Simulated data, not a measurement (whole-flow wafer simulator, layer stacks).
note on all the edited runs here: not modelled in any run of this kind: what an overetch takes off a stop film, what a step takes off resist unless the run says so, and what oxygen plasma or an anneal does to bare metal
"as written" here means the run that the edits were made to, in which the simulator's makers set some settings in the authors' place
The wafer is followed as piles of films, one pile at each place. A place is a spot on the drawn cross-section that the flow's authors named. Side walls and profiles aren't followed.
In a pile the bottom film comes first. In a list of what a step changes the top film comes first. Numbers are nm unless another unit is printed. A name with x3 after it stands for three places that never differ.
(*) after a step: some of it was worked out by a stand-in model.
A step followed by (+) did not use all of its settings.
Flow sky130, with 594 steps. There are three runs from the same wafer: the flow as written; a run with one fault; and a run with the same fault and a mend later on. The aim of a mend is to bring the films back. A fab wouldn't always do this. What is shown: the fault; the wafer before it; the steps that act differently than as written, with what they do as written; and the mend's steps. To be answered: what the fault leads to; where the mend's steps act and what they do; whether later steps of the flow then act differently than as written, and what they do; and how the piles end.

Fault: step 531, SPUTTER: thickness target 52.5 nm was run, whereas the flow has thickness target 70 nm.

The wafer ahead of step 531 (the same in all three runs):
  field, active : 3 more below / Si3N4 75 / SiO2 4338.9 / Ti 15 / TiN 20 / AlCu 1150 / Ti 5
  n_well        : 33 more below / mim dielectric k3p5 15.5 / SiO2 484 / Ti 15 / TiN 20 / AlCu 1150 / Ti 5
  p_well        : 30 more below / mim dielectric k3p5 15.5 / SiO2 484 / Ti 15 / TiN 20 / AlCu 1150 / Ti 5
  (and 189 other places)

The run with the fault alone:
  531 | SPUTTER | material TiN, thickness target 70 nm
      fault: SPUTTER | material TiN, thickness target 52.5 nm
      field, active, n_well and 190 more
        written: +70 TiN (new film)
        fault: +52.5 TiN (new film)
  Later steps of the flow acting differently than as written (not shown: 18 more steps that differ only slightly, by at most 2% or 0.5 nm, whichever is larger):
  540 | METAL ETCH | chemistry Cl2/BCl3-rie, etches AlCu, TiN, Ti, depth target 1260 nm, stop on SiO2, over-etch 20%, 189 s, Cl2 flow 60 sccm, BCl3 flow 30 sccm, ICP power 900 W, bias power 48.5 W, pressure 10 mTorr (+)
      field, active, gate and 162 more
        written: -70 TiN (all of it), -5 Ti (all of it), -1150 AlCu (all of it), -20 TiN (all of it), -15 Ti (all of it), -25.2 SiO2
        fault: -52.5 TiN (all of it), -5 Ti (all of it), -1150 AlCu (all of it), -20 TiN (all of it), -15 Ti (all of it), -26.9 SiO2
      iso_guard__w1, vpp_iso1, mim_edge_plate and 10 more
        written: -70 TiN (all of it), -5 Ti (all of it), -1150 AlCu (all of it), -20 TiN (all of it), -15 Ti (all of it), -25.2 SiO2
        fault: -52.5 TiN (all of it), -5 Ti (all of it), -1150 AlCu (all of it), -20 TiN (all of it), -15 Ti (all of it), -27 SiO2
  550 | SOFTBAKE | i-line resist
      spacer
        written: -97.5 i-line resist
        fault: -95.5 i-line resist
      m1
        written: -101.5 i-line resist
        fault: -99.4 i-line resist
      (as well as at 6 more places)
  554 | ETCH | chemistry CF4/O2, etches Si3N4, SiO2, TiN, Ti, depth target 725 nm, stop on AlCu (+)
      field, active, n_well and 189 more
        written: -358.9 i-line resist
        fault: -341.4 i-line resist
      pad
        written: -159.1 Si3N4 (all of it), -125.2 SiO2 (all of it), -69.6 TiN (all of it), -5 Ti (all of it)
        fault: -159.1 Si3N4 (all of it), -125.2 SiO2 (all of it), -52.1 TiN (all of it), -5 Ti (all of it)
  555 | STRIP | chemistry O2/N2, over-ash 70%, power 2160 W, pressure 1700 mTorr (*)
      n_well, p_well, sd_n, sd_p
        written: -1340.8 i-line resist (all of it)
        fault: -1373.7 i-line resist (all of it)
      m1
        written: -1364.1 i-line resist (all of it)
        fault: -1396.7 i-line resist (all of it)
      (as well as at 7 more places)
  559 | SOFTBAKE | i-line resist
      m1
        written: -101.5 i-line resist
        fault: -99.4 i-line resist
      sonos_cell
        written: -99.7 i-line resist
        fault: -97.7 i-line resist
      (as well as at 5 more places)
  The piles end different from the flow's at n_well, p_well, sd_n and 11 more by more than 2% or 0.5 nm, whichever is larger.
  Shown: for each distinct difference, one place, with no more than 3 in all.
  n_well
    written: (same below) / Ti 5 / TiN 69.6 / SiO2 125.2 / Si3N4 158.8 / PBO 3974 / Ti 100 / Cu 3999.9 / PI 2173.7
    fault: (same below) / Ti 5 / TiN 52.1 / SiO2 125.2 / Si3N4 158.8 / PBO 3986.6 / Ti 100 / Cu 3999.9 / PI 2175.7
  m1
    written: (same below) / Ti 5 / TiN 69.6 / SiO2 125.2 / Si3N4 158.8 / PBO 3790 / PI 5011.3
    fault: (same below) / Ti 5 / TiN 52.1 / SiO2 125.2 / Si3N4 158.8 / PBO 3804.5 / PI 5012.2
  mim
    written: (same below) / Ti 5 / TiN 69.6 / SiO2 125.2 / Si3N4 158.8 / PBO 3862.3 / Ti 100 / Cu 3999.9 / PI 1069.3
    fault: (same below) / Ti 5 / TiN 52.1 / SiO2 125.2 / Si3N4 158.8 / PBO 3875.8 / Ti 100 / Cu 3999.9 / PI 1070.9

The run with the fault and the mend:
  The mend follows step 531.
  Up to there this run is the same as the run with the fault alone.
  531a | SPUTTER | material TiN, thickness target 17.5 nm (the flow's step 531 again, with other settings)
      field, active, n_well and 190 more
        +17.5 TiN
  Later steps of the flow that are run all act as written at every place that is followed.
  The piles end the same as the flow's at every place that both follow.
